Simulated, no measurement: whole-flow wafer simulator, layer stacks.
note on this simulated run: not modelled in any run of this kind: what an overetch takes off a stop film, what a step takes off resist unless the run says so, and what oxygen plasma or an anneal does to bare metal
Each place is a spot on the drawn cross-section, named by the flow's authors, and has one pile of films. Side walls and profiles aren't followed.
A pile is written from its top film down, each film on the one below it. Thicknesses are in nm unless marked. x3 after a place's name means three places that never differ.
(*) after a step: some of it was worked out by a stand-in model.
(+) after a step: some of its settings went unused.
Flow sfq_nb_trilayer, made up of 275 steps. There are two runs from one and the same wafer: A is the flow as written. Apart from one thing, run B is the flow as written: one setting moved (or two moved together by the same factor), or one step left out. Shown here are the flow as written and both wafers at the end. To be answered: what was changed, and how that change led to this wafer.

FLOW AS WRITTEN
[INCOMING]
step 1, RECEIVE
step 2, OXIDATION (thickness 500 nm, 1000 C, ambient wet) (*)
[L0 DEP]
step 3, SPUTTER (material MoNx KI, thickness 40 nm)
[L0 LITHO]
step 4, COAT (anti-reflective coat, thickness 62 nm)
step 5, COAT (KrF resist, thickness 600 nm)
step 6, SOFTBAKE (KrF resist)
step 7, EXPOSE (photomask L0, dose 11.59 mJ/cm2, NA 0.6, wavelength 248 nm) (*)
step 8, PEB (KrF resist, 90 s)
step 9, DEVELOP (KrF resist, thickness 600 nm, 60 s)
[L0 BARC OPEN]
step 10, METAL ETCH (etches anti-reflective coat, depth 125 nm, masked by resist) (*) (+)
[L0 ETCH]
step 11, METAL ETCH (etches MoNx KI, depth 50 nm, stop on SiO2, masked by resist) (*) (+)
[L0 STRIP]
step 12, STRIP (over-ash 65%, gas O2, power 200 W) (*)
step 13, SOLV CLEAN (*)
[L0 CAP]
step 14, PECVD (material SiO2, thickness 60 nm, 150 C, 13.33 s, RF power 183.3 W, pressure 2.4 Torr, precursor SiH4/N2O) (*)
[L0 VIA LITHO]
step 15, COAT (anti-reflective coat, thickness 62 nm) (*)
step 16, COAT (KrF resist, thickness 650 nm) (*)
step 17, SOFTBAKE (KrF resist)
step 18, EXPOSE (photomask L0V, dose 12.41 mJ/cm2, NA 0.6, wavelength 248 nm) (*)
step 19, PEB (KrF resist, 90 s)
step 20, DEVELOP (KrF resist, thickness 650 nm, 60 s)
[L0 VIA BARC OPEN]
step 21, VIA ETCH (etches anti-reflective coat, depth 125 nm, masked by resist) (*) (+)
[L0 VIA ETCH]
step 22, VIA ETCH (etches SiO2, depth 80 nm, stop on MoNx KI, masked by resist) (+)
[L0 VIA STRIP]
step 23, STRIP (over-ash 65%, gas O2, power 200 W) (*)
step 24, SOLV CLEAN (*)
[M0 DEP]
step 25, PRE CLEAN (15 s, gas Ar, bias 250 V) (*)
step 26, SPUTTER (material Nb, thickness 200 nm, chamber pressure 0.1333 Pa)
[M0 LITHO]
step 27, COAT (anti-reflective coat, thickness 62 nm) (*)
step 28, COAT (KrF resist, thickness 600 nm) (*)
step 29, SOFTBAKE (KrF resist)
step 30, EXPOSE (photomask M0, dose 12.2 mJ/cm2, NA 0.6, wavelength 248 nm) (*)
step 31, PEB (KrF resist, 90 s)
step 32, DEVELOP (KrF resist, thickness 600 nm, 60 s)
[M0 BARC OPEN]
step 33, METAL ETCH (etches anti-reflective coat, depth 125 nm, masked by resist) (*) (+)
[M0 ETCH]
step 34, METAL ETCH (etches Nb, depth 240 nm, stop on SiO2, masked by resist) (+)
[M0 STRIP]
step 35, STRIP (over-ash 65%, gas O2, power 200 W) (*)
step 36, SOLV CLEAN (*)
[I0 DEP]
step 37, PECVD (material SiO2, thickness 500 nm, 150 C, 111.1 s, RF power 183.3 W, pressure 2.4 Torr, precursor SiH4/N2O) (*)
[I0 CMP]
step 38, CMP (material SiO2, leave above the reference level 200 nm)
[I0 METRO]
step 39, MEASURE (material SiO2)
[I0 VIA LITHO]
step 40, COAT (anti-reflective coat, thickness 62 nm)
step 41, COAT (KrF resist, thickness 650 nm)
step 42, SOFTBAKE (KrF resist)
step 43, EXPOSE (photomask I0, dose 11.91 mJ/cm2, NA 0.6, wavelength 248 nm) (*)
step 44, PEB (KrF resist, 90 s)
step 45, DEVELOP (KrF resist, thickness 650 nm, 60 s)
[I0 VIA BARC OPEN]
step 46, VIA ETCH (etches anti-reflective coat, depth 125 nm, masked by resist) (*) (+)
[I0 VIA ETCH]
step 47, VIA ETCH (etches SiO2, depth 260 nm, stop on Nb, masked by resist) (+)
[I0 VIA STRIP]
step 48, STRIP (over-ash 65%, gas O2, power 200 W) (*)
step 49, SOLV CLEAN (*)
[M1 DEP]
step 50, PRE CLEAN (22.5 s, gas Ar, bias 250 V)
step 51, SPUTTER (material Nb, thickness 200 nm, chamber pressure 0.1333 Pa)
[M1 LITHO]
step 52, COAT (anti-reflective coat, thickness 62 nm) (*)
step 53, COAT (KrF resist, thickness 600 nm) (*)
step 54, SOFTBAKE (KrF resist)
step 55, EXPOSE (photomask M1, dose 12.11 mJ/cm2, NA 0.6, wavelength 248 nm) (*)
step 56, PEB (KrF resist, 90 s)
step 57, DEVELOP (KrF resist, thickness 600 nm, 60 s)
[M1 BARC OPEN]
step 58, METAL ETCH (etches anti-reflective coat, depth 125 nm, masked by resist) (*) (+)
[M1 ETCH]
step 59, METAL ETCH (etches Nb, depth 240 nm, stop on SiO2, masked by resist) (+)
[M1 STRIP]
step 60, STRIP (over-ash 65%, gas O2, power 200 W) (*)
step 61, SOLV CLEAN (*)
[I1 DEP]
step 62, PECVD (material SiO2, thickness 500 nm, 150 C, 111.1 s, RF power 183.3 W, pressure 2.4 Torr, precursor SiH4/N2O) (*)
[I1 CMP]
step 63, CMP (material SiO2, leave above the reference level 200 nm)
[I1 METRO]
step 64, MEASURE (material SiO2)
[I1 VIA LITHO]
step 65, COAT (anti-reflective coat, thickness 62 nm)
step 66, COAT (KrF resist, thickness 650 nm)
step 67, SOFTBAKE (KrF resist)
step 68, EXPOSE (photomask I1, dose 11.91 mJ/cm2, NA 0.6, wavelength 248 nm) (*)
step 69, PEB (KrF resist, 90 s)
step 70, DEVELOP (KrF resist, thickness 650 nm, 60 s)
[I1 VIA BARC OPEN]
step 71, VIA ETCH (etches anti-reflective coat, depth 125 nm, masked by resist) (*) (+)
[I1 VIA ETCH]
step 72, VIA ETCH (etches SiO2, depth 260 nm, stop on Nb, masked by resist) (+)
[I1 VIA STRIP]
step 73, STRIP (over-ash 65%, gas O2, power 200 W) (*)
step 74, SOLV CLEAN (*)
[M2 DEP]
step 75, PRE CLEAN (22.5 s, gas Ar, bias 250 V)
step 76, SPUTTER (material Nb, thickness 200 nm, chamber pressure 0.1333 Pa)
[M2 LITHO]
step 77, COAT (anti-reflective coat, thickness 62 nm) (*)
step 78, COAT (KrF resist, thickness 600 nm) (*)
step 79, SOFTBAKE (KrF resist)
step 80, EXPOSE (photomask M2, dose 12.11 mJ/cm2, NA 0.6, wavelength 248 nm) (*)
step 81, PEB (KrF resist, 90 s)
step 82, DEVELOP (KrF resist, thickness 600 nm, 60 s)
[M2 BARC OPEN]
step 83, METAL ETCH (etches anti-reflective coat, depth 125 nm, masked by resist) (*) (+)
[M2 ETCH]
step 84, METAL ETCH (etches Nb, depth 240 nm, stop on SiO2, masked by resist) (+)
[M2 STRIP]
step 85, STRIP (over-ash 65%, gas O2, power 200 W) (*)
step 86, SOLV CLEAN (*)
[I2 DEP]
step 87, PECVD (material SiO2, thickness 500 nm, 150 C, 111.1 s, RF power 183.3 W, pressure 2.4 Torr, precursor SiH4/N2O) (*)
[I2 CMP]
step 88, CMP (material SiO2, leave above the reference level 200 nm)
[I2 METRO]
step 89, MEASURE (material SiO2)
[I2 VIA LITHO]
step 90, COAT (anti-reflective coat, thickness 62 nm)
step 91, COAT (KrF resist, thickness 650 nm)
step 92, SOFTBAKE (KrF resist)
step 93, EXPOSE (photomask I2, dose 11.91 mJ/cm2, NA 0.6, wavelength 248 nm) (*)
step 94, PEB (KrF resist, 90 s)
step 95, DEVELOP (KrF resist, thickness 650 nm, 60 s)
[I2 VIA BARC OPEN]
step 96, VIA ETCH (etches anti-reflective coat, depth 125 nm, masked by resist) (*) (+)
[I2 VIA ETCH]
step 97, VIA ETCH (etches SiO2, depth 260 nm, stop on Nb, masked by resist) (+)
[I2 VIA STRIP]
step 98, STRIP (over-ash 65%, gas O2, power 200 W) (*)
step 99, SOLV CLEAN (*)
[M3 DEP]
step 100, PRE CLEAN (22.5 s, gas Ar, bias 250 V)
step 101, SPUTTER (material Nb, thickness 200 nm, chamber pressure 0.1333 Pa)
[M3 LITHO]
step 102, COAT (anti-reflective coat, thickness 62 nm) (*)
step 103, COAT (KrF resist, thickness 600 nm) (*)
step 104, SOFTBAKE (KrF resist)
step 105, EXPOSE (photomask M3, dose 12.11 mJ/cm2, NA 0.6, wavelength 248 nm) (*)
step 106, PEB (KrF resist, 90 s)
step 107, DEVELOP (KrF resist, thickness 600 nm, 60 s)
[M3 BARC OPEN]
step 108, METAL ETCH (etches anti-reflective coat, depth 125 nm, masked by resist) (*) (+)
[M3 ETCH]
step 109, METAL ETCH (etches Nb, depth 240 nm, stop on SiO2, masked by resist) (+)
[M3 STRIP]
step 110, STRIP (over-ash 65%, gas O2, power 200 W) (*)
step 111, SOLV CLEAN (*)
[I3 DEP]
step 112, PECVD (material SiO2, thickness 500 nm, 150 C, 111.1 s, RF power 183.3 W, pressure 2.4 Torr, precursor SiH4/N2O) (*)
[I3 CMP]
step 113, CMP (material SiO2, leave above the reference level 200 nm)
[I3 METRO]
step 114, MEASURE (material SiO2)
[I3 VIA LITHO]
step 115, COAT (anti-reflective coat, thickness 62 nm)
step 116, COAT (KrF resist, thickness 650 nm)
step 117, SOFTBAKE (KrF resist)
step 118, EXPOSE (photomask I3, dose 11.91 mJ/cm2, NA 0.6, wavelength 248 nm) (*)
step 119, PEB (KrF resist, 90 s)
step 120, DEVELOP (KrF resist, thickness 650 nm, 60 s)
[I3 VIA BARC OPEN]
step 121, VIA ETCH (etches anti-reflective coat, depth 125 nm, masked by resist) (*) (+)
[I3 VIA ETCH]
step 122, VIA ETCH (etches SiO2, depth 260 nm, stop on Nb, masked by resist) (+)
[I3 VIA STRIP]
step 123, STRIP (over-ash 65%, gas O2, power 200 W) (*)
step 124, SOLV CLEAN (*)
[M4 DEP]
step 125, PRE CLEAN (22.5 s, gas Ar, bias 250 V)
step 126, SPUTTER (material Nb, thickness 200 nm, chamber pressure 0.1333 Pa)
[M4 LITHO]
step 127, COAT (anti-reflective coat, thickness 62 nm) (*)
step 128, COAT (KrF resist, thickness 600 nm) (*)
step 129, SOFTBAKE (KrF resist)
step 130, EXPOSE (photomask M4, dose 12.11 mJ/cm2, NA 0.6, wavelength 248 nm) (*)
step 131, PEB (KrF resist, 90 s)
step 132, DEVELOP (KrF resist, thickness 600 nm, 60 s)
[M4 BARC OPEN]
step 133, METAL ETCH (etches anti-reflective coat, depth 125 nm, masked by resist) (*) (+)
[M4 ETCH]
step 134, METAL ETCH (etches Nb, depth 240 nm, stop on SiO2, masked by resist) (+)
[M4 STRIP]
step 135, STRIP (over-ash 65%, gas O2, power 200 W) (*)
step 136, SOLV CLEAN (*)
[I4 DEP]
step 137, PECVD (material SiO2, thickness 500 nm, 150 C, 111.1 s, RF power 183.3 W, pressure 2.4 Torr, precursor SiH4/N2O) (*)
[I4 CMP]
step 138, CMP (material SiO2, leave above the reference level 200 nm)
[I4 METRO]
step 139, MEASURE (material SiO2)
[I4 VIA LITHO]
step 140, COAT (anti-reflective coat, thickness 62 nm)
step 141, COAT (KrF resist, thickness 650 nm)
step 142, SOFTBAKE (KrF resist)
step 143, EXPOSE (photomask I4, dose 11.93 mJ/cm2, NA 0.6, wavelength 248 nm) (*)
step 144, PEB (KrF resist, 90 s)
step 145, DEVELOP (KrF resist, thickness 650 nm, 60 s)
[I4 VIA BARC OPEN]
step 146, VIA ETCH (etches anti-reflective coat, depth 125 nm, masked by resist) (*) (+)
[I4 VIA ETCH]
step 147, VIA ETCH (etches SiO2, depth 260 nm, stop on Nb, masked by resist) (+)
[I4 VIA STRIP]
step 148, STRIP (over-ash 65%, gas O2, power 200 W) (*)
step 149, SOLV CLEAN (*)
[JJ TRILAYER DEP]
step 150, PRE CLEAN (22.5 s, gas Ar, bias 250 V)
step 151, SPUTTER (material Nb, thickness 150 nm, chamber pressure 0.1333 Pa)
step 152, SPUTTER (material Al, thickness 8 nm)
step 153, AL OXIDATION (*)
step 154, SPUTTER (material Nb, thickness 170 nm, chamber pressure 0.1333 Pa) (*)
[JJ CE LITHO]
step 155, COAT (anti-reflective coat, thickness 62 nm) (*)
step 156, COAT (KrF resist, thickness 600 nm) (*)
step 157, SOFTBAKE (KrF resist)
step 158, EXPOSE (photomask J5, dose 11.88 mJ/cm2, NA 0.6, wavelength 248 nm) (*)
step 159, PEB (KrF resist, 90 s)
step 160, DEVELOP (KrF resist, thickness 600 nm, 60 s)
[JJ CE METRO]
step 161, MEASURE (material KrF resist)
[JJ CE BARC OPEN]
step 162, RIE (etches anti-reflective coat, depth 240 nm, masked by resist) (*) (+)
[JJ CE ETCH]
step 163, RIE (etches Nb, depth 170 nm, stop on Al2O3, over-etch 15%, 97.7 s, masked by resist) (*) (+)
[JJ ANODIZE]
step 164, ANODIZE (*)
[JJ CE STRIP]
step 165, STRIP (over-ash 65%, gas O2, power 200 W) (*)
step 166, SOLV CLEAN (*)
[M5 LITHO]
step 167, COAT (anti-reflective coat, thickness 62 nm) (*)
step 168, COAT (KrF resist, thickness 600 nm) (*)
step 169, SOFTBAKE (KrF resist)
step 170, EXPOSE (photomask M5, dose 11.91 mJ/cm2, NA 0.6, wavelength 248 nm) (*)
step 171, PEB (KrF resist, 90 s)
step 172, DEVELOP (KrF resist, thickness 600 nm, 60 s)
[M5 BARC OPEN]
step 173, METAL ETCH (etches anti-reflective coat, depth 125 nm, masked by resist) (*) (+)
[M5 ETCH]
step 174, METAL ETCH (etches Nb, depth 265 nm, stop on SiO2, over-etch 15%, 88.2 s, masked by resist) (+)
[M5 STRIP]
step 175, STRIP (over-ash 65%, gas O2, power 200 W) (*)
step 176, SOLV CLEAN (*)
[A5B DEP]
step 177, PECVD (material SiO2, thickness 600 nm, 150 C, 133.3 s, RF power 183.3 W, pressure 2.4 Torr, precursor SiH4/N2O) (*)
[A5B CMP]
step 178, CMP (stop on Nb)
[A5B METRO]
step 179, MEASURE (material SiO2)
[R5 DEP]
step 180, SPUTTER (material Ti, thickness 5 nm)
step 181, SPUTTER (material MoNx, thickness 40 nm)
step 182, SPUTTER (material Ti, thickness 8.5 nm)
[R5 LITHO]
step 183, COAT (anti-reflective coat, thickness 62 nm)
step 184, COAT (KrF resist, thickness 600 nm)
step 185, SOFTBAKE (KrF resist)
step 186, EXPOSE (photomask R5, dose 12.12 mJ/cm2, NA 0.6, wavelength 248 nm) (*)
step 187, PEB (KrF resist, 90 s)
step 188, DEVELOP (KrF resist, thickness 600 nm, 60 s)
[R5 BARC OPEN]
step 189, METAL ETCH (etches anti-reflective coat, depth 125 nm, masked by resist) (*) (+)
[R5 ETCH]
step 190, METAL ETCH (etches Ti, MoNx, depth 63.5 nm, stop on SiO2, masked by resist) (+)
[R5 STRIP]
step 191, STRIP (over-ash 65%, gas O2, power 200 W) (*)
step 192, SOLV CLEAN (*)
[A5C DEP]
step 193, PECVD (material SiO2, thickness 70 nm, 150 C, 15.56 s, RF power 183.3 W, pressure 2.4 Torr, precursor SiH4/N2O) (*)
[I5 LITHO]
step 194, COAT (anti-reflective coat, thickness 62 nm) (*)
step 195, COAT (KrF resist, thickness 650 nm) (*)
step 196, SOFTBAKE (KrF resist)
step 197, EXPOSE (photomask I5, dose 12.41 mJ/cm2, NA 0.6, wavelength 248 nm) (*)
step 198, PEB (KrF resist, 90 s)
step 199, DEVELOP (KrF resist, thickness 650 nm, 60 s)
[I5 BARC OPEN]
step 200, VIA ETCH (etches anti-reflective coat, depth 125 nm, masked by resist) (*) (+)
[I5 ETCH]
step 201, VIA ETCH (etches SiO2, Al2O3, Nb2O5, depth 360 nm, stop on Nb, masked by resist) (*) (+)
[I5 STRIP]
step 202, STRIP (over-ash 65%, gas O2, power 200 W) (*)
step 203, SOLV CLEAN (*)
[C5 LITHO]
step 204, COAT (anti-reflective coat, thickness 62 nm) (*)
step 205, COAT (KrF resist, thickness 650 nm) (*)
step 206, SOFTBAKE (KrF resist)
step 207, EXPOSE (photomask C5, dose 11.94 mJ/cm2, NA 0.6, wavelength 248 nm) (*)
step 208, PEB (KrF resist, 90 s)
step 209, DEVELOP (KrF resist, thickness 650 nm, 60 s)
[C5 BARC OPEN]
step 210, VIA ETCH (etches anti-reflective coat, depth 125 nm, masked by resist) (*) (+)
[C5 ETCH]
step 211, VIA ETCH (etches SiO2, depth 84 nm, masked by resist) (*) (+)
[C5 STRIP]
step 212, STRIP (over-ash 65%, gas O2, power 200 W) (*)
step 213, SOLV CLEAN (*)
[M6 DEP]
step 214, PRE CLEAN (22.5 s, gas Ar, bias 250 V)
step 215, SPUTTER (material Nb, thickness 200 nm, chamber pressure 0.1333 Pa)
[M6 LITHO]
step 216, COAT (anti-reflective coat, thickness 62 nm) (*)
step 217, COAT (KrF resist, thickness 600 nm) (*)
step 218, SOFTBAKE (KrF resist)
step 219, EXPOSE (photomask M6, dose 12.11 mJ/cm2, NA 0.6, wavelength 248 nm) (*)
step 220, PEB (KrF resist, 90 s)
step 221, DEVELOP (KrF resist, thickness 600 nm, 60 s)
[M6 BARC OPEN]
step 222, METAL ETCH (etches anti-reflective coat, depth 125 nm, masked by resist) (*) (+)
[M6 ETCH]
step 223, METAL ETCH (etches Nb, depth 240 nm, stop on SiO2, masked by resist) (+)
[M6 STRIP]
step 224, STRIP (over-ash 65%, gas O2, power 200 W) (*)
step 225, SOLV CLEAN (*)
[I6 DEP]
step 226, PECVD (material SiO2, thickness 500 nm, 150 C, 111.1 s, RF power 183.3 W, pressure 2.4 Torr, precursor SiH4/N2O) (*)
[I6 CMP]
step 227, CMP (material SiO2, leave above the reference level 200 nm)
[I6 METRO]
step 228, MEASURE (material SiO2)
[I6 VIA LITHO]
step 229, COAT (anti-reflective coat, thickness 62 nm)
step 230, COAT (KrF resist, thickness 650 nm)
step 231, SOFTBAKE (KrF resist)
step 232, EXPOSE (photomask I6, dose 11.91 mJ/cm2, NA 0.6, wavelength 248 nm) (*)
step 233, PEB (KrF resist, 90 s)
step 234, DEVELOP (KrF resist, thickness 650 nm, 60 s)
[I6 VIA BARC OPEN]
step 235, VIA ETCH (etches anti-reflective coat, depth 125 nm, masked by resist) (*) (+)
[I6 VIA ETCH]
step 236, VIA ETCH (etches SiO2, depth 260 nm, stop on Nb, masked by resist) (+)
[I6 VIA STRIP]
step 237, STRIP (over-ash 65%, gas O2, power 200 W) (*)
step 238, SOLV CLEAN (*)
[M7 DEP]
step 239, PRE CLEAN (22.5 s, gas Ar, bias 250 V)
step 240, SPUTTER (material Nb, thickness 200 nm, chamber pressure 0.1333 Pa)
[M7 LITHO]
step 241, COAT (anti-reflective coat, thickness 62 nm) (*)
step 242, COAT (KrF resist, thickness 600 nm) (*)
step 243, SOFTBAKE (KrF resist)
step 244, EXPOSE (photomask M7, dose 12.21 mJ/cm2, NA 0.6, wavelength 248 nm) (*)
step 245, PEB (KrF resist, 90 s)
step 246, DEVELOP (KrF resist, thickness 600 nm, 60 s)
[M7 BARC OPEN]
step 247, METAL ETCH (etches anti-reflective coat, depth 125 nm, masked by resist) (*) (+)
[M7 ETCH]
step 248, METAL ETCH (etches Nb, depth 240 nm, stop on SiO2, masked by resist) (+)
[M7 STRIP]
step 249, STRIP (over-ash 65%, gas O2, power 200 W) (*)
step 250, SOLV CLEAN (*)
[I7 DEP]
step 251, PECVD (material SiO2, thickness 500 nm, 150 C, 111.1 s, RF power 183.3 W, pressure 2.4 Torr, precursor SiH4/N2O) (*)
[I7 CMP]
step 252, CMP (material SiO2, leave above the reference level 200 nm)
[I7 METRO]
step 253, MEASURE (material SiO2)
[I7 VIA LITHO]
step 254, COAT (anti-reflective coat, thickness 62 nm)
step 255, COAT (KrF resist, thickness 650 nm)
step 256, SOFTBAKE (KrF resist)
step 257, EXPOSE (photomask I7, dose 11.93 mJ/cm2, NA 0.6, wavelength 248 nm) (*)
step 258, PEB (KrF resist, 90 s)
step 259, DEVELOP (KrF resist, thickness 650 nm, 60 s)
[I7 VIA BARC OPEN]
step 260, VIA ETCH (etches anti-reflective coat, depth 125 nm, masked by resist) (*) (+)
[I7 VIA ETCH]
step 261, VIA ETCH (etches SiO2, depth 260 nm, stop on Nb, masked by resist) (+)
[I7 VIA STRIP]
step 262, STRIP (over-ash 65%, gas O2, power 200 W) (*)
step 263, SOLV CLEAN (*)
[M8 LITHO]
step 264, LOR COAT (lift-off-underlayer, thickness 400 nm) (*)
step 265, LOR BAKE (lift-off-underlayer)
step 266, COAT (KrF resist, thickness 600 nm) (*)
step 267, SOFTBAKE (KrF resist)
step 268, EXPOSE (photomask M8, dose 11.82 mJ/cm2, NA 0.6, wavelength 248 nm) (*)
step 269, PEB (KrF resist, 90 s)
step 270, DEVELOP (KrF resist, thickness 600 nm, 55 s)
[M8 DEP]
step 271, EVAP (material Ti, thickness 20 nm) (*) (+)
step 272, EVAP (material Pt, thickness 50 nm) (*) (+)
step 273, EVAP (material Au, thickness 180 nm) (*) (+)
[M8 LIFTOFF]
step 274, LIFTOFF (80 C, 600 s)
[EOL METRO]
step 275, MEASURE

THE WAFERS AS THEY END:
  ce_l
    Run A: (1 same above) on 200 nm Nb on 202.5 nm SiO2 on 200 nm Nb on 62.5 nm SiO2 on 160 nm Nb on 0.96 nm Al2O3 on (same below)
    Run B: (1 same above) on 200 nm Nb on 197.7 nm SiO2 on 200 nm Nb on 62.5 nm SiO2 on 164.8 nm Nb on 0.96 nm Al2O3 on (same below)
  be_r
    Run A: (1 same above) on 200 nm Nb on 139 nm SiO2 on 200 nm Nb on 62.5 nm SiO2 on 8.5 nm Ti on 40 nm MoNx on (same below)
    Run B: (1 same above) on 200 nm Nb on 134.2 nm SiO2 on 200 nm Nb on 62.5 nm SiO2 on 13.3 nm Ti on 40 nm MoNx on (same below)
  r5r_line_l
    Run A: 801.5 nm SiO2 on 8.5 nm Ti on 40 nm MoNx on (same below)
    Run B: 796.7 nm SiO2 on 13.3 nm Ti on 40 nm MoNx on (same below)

Cause: step 182, SPUTTER: thickness 13.3 nm was run, whereas the flow has thickness 8.5 nm.
The wafer lets one read it off: be_r has Ti 13.3, and step 182 as written asks for 8.5 nm.

The path from the change to this, step by step:
  step 182, SPUTTER (material Ti, thickness 8.5 nm)
      field_l, v_sur, via_wl and 103 more: A Ti gains 8.5 (new film) | B Ti gains 13.3 (new film)
  step 190, METAL ETCH (etches Ti, MoNx, depth 63.5 nm, stop on SiO2, masked by resist) (+)
      field_l, v_sur, via_wl and 92 more: A Ti loses 8.5 (all of it), MoNx loses 40 (all of it), Ti loses 5 (all of it) | B Ti loses 13.3 (all of it), MoNx loses 40 (all of it), Ti loses 5 (all of it)
      ce_l, c5j, ce_r, wl_jj: A Ti loses 8.5 (all of it), MoNx loses 40 (all of it), Ti loses 5 (all of it), Nb loses 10 | B Ti loses 13.3 (all of it), MoNx loses 40 (all of it), Ti loses 5 (all of it), Nb loses 5.2
  step 194, COAT (anti-reflective coat, thickness 62 nm) (*)
      r5r_spacepad_l, r5r_spacepad_r: A anti-reflective coat gains 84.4 (new film) | B anti-reflective coat gains 86.5 (new film)
      ce_l: A anti-reflective coat gains 67.2 (new film) | B anti-reflective coat gains 65 (new film)
      (and at 4 other places as well)
  step 202, STRIP (over-ash 65%, gas O2, power 200 W) (*)
      r5r_spacepad_l, r5r_spacepad_r: A KrF resist loses 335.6 (all of it), anti-reflective coat loses 84.4 (all of it) | B KrF resist loses 335.8 (all of it), anti-reflective coat loses 86.5 (all of it)
      ce_l: A KrF resist loses 341.5 (all of it), anti-reflective coat loses 67.2 (all of it) | B KrF resist loses 340.2 (all of it), anti-reflective coat loses 65 (all of it)
      (and at 4 other places as well)
  step 204, COAT (anti-reflective coat, thickness 62 nm) (*)
      r5r_spacepad_l, r5r_spacepad_r: A anti-reflective coat gains 84.4 (new film) | B anti-reflective coat gains 86.5 (new film)
      ce_l: A anti-reflective coat gains 66 (new film) | B anti-reflective coat gains 63.9 (new film)
      (and at 3 other places as well)
  step 212, STRIP (over-ash 65%, gas O2, power 200 W) (*)
      r5r_spacepad_l, r5r_spacepad_r: A KrF resist loses 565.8 (all of it), anti-reflective coat loses 84.4 (all of it) | B KrF resist loses 566.3 (all of it), anti-reflective coat loses 86.5 (all of it)
      ce_l: A KrF resist loses 567.4 (all of it), anti-reflective coat loses 66 (all of it) | B KrF resist loses 566.5 (all of it), anti-reflective coat loses 63.9 (all of it)
      (and at 3 other places as well)
  step 216, COAT (anti-reflective coat, thickness 62 nm) (*)
      r5r_spacepad_l, r5r_spacepad_r: A anti-reflective coat gains 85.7 (new film) | B anti-reflective coat gains 88.1 (new film)
      jj_sur: A anti-reflective coat gains 56.1 (new film) | B anti-reflective coat gains 57.4 (new film)
      (and at 4 other places as well)
  step 222, METAL ETCH (etches anti-reflective coat, depth 125 nm, masked by resist) (*) (+)
      r5r_spacepad_l, r5r_spacepad_r: A anti-reflective coat loses 85.7 (all of it) | B anti-reflective coat loses 88.1 (all of it)
  step 224, STRIP (over-ash 65%, gas O2, power 200 W) (*)
      jj_sur: A KrF resist loses 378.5 (all of it), anti-reflective coat loses 56.1 (all of it) | B KrF resist loses 378.5 (all of it), anti-reflective coat loses 57.4 (all of it)
      ce_l: A KrF resist loses 397.1 (all of it), anti-reflective coat loses 48 (all of it) | B KrF resist loses 395.2 (all of it), anti-reflective coat loses 46.6 (all of it)
      (and at 3 other places as well)
  step 227, CMP (material SiO2, leave above the reference level 200 nm)
      r5r_line_l, r5r_spacepad_l, r5r_spacepad_r, r5r_line_c, r5r_line_r: A SiO2 loses 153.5 | B SiO2 loses 158.3
      c5j: A SiO2 loses 223 | B SiO2 loses 227.8
